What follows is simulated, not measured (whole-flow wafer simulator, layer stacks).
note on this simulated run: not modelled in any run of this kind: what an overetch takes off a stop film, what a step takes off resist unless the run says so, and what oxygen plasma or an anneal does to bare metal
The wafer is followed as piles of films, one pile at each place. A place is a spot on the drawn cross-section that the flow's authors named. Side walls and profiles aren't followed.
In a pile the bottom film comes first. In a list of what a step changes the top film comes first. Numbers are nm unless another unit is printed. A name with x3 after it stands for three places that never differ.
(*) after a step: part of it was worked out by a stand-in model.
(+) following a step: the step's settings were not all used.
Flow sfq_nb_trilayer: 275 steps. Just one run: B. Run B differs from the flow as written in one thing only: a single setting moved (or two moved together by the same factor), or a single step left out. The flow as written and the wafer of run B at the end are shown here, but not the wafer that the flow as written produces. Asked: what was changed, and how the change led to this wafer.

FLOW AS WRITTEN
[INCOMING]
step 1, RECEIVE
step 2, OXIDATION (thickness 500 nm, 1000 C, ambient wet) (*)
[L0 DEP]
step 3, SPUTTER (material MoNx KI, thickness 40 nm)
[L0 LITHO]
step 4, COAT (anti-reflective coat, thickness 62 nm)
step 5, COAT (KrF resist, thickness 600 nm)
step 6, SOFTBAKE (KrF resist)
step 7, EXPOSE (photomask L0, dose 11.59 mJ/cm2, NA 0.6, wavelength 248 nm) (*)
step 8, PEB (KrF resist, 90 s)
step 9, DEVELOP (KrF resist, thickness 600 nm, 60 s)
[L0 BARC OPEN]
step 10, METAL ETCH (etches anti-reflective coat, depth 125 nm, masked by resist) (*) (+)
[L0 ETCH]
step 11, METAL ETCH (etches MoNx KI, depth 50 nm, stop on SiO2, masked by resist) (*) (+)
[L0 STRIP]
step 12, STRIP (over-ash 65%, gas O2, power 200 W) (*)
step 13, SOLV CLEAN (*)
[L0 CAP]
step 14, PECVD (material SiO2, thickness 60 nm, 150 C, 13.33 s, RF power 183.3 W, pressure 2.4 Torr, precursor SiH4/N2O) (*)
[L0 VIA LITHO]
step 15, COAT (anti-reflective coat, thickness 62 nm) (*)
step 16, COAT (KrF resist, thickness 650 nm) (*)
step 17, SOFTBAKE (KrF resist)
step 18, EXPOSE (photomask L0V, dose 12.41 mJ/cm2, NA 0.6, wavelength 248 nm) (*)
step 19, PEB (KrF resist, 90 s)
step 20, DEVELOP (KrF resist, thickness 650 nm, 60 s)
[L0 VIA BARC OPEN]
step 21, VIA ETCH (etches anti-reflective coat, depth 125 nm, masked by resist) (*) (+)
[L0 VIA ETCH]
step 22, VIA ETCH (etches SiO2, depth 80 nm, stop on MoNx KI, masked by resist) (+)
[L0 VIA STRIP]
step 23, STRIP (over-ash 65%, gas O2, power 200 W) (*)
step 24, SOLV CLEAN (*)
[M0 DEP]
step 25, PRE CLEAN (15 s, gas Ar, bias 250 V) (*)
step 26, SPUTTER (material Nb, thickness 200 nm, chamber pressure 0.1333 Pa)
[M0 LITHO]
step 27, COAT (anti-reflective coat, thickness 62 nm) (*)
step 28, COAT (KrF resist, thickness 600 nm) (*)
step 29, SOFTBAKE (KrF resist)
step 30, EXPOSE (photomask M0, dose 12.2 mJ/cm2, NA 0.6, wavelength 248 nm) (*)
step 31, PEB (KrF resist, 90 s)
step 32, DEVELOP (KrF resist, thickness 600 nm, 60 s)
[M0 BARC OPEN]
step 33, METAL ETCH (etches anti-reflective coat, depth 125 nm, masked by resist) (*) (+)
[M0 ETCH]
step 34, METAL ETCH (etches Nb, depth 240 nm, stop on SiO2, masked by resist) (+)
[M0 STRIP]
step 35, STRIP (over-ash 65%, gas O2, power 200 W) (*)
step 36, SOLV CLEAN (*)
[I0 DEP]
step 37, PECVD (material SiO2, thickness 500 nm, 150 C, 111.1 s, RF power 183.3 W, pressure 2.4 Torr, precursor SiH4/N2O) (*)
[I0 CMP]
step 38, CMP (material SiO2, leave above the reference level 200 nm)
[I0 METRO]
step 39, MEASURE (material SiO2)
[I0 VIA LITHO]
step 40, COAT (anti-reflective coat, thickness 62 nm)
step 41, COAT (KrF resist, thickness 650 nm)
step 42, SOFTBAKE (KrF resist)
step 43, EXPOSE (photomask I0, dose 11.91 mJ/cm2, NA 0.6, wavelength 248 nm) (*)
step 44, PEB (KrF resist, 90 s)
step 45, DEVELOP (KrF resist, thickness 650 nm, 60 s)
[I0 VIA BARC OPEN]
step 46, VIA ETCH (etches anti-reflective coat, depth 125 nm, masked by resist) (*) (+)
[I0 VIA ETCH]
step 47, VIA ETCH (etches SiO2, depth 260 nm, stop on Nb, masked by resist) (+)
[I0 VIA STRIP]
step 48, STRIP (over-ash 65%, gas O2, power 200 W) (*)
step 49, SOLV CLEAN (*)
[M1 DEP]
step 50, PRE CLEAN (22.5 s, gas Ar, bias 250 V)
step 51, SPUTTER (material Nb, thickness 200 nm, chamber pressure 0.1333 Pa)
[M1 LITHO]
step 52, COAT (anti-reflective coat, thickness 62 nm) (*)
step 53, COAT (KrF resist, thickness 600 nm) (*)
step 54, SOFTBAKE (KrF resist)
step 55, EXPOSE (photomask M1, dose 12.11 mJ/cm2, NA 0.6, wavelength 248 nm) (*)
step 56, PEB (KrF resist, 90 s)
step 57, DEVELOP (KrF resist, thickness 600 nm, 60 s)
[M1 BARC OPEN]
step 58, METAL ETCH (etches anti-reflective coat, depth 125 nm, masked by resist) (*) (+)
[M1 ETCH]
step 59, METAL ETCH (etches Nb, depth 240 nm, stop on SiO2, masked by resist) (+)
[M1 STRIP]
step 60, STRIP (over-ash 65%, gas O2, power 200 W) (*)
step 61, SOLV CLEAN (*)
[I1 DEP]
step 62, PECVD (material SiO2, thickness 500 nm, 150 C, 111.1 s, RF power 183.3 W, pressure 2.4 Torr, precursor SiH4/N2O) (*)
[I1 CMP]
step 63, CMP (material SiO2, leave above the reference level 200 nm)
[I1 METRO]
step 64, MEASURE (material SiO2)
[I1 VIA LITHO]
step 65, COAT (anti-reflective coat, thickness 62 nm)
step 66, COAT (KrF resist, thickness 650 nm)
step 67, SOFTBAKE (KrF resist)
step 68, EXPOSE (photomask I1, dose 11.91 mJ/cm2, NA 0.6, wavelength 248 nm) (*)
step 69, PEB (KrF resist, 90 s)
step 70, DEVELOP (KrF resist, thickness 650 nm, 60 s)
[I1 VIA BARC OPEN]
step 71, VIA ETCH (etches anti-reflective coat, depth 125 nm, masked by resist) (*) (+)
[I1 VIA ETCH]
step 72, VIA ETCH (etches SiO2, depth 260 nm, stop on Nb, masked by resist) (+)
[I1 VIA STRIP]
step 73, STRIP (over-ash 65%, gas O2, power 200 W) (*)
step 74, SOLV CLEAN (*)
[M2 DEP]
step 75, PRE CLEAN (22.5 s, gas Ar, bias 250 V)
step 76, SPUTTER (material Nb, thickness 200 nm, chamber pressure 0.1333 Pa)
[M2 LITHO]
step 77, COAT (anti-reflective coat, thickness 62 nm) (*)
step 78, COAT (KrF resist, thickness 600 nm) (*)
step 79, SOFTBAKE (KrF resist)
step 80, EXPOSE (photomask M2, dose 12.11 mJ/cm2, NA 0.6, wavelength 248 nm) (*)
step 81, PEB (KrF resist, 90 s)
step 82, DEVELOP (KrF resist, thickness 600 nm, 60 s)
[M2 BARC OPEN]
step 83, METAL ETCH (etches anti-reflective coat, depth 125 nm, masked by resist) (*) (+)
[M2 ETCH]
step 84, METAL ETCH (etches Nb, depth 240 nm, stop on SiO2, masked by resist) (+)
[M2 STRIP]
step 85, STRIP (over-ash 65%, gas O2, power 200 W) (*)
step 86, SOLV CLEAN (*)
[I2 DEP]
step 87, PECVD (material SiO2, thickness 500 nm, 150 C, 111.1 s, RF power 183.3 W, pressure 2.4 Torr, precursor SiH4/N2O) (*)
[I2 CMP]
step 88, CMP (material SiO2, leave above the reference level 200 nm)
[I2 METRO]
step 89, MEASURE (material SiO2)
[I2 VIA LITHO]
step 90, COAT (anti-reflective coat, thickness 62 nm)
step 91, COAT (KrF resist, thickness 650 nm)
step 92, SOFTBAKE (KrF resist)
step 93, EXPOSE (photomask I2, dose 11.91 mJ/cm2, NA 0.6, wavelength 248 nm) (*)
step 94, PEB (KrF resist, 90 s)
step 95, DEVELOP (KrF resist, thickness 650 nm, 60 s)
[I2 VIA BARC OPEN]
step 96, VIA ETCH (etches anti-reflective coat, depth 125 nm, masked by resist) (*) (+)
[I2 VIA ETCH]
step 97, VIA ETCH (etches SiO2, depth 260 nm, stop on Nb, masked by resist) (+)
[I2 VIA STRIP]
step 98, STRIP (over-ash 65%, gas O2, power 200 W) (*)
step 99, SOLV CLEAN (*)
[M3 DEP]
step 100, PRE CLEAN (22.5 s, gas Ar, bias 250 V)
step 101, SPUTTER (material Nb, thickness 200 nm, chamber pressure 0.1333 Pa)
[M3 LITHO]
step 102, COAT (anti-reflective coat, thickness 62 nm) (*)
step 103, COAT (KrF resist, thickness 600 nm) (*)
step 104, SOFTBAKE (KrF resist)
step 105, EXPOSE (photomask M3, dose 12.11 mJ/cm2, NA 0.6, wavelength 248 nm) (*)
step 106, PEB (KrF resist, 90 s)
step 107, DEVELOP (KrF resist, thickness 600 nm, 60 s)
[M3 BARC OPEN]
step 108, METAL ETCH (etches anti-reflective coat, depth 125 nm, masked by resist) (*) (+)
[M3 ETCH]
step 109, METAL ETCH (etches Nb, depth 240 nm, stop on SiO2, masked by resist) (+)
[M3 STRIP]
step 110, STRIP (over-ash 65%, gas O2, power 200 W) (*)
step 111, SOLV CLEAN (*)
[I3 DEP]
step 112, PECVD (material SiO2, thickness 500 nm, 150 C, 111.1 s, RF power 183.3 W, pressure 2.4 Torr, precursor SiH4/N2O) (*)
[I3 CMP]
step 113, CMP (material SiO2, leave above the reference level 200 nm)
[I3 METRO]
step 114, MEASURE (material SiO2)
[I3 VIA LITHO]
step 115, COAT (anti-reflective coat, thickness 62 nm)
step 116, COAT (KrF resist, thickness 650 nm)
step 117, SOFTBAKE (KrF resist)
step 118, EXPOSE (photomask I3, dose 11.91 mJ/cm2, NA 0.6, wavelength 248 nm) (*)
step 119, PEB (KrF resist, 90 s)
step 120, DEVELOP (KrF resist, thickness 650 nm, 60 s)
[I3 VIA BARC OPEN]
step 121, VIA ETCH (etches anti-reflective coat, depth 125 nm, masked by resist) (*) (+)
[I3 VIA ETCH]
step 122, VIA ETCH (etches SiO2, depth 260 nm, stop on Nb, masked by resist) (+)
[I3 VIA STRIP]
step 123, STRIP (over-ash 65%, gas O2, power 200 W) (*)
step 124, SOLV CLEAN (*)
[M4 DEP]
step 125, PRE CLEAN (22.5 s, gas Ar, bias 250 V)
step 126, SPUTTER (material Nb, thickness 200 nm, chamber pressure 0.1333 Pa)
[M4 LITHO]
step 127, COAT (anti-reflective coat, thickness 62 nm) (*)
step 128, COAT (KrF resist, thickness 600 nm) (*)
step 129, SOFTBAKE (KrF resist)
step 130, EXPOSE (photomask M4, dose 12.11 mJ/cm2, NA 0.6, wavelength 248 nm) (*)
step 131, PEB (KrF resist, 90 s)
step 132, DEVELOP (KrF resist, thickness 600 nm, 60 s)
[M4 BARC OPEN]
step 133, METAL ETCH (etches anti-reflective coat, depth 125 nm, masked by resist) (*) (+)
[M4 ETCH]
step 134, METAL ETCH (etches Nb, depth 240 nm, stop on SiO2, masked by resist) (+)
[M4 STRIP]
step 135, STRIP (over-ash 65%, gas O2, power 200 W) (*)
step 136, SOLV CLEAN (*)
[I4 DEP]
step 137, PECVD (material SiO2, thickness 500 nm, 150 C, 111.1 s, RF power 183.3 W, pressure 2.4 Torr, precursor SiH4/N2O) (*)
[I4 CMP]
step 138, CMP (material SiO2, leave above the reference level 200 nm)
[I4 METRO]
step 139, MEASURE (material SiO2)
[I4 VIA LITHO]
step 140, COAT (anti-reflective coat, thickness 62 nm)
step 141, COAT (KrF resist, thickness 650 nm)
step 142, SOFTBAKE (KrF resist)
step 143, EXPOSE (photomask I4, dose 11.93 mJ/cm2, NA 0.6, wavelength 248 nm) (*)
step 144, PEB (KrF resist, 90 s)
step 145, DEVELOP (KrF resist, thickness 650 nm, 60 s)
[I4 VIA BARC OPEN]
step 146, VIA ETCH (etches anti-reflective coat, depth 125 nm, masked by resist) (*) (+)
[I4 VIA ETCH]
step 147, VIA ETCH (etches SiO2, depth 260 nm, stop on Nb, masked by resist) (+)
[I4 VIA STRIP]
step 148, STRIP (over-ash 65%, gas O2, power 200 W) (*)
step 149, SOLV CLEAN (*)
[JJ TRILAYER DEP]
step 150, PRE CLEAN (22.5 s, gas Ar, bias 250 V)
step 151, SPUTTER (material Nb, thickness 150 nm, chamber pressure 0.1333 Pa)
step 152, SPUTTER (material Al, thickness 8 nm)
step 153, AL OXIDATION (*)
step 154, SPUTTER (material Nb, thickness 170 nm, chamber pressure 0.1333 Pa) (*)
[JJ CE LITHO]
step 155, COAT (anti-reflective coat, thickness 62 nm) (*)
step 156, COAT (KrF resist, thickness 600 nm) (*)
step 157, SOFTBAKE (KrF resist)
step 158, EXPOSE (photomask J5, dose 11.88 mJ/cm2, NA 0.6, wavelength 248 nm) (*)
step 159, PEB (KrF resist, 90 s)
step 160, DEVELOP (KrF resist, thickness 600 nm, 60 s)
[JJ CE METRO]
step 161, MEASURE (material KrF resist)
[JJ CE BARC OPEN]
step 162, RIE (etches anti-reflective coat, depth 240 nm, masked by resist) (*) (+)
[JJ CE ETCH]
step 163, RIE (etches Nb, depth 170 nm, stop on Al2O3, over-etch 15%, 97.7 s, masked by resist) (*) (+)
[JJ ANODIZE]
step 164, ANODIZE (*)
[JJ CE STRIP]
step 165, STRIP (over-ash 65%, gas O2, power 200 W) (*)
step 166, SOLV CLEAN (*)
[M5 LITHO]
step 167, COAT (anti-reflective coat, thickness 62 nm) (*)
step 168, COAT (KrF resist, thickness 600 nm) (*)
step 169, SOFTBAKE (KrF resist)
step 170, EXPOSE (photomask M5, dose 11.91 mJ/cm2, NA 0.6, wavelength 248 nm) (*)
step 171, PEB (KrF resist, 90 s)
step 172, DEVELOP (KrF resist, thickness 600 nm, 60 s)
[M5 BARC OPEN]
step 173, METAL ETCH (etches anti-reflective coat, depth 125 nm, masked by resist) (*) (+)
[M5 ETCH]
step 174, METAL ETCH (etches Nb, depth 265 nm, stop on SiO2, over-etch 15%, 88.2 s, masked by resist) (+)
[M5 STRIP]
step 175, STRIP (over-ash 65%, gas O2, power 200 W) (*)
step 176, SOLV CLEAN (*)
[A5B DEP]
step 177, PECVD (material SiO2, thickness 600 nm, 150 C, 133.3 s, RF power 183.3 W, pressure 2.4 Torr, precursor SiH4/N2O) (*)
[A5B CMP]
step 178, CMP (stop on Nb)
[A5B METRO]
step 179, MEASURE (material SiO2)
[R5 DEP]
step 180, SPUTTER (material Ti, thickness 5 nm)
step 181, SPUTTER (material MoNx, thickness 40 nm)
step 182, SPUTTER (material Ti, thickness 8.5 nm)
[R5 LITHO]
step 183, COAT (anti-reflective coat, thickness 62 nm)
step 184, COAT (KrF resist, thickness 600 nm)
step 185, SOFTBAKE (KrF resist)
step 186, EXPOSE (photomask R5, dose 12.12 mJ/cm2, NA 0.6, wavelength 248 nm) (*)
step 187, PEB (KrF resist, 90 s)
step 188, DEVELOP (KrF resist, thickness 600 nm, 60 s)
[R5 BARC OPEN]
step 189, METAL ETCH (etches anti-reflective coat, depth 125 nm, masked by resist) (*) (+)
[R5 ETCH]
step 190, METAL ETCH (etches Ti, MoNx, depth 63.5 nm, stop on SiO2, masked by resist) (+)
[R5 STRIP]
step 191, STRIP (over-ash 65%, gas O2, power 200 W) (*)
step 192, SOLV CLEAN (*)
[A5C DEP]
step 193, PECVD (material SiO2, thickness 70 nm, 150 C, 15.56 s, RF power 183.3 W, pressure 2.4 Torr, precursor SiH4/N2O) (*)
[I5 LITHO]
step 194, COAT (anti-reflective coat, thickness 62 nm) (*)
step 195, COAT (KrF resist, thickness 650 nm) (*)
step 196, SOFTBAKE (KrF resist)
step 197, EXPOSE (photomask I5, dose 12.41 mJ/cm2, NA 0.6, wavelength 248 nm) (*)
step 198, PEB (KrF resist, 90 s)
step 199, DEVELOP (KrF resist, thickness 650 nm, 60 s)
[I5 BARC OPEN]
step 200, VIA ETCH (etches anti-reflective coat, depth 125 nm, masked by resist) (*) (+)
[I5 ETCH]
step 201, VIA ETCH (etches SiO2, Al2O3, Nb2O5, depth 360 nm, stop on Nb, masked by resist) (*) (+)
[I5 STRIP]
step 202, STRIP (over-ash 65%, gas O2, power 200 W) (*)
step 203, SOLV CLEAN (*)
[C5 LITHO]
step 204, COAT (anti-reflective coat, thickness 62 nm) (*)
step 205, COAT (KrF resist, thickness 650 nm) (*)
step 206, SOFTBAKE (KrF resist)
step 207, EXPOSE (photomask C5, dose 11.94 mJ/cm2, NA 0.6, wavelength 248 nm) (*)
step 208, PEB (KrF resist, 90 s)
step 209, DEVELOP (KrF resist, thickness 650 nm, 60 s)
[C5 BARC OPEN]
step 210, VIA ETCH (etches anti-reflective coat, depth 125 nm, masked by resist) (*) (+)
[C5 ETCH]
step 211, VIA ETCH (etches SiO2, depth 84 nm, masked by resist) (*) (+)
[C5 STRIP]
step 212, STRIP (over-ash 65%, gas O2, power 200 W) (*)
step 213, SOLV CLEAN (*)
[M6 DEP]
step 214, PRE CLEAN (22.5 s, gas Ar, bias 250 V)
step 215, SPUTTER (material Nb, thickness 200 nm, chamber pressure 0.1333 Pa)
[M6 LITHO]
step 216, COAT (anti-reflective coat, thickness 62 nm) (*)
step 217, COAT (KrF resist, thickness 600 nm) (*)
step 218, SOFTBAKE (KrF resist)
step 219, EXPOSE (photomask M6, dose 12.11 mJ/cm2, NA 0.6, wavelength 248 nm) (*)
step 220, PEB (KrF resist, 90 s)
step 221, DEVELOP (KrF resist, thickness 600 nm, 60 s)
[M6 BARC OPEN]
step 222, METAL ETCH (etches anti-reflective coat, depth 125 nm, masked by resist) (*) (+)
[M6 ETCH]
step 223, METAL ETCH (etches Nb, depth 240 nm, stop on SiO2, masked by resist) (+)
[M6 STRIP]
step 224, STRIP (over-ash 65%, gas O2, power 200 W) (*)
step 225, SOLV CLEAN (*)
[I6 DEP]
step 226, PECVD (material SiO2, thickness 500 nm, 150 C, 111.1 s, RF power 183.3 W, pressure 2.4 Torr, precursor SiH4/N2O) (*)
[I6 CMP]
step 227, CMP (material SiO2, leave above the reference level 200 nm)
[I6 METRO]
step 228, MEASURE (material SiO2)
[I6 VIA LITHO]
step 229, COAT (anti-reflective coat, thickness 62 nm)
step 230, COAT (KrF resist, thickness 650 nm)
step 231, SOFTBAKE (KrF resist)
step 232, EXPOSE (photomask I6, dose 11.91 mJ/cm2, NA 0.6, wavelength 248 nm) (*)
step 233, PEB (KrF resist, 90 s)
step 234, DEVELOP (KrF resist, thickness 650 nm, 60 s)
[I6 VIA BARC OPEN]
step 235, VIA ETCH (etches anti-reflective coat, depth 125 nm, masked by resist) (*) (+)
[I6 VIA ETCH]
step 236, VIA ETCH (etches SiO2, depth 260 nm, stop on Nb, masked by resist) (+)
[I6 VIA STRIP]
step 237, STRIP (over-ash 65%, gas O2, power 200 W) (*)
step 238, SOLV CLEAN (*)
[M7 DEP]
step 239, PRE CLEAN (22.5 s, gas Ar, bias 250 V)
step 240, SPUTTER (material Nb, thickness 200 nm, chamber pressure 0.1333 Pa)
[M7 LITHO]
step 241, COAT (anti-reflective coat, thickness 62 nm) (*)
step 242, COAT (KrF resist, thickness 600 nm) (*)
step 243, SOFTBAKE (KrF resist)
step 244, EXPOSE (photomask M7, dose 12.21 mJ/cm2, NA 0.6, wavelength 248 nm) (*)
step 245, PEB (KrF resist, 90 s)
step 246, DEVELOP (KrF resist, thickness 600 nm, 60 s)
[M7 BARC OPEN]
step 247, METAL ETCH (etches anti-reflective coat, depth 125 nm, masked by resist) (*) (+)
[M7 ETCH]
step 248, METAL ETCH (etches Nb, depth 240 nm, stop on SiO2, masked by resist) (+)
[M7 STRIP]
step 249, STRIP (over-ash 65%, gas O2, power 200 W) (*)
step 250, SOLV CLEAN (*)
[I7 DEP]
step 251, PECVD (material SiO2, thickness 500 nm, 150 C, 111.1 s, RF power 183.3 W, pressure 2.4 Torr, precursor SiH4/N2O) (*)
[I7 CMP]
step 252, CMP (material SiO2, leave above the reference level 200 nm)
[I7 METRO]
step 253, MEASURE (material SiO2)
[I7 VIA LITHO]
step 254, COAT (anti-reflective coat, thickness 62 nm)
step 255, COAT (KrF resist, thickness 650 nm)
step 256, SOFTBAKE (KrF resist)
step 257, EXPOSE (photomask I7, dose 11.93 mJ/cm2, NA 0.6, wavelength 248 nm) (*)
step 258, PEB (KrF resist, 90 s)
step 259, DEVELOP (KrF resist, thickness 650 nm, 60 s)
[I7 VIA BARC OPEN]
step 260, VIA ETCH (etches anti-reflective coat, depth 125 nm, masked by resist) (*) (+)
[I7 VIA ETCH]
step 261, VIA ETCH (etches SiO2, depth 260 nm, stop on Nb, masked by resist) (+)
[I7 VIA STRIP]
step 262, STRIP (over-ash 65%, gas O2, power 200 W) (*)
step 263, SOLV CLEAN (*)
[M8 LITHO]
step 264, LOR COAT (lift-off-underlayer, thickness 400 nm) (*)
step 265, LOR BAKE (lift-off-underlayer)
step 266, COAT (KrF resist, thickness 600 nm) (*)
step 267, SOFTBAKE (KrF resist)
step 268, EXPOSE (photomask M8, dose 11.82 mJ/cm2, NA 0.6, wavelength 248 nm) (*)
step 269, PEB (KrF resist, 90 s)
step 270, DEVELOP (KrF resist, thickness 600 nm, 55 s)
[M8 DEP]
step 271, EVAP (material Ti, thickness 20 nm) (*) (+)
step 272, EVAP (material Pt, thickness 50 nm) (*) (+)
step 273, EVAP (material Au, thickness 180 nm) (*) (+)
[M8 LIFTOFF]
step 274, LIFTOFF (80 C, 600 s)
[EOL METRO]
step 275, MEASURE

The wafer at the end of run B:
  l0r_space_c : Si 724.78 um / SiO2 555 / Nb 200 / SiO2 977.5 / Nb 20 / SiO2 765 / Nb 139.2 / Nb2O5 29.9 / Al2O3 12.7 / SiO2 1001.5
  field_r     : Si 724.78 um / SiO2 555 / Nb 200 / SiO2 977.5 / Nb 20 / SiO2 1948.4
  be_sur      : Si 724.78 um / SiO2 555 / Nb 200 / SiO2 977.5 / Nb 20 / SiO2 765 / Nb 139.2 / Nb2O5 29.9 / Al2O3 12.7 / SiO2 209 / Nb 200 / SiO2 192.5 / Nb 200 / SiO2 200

What caused this: step 109, METAL ETCH: depth 180 nm was run, whereas the flow has depth 240 nm.

Step by step, how the change led to this:
  step 109, METAL ETCH (etches Nb, depth 240 nm, stop on SiO2, masked by resist) (+)
      field_l, be, be_sur and 72 more: -180 Nb (in the flow as written it would be: -200 Nb (all of it))
      v_sur, via_wl, via_w and 28 more: -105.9 KrF resist (in the flow as written it would be: -141.2 KrF resist)
  step 110, STRIP (over-ash 65%, gas O2, power 200 W) (*)
      p4_w1, p4_w2, p4_w3 and 21 more: -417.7 KrF resist (all of it), -62 anti-reflective coat (all of it) (in the flow as written it would be: -382.4 KrF resist (all of it), -62 anti-reflective coat (all of it))
      via_wl, via_wr: -419.5 KrF resist (all of it), -34.2 anti-reflective coat (all of it) (in the flow as written it would be: -384.2 KrF resist (all of it), -34.2 anti-reflective coat (all of it))
      (as well as at 5 more places)
  step 112, PECVD (material SiO2, thickness 500 nm, 150 C, 111.1 s, RF power 183.3 W, pressure 2.4 Torr, precursor SiH4/N2O) (*)
      field_l, be, be_sur and 64 more: +500 SiO2 (new film) (in the flow as written it would be: +500 SiO2)
      p4_g1, p4_g2, p3_s0, p3_s1, p3_s2, p3_s3, p3_s4, p3_s5: +537.1 SiO2 (new film) (in the flow as written it would be: +557.1 SiO2)
  step 113, CMP (material SiO2, leave above the reference level 200 nm)
      field_l, be, be_sur and 64 more: -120 SiO2 (in the flow as written it would be: -100 SiO2)
Taking metal films that touch as one body, l0r_space_c has 3 bodies (between them, from the top down: SiO2 765; SiO2 977.5); the flow as written gives 2 bodies (between them, from the top down: SiO2 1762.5).
Taking metal films that touch as one body, field_r has 2 bodies (between them, from the top down: SiO2 977.5); the flow as written gives 1 body.
Taking metal films that touch as one body, be_sur has 5 bodies (between them, from the top down: SiO2 192.5; SiO2 209 / Al2O3 12.7 / Nb2O5 29.9; SiO2 765; SiO2 977.5); the flow as written gives 4 bodies (between them, from the top down: SiO2 192.5; SiO2 209 / Al2O3 12.7 / Nb2O5 29.9; SiO2 1762.5).
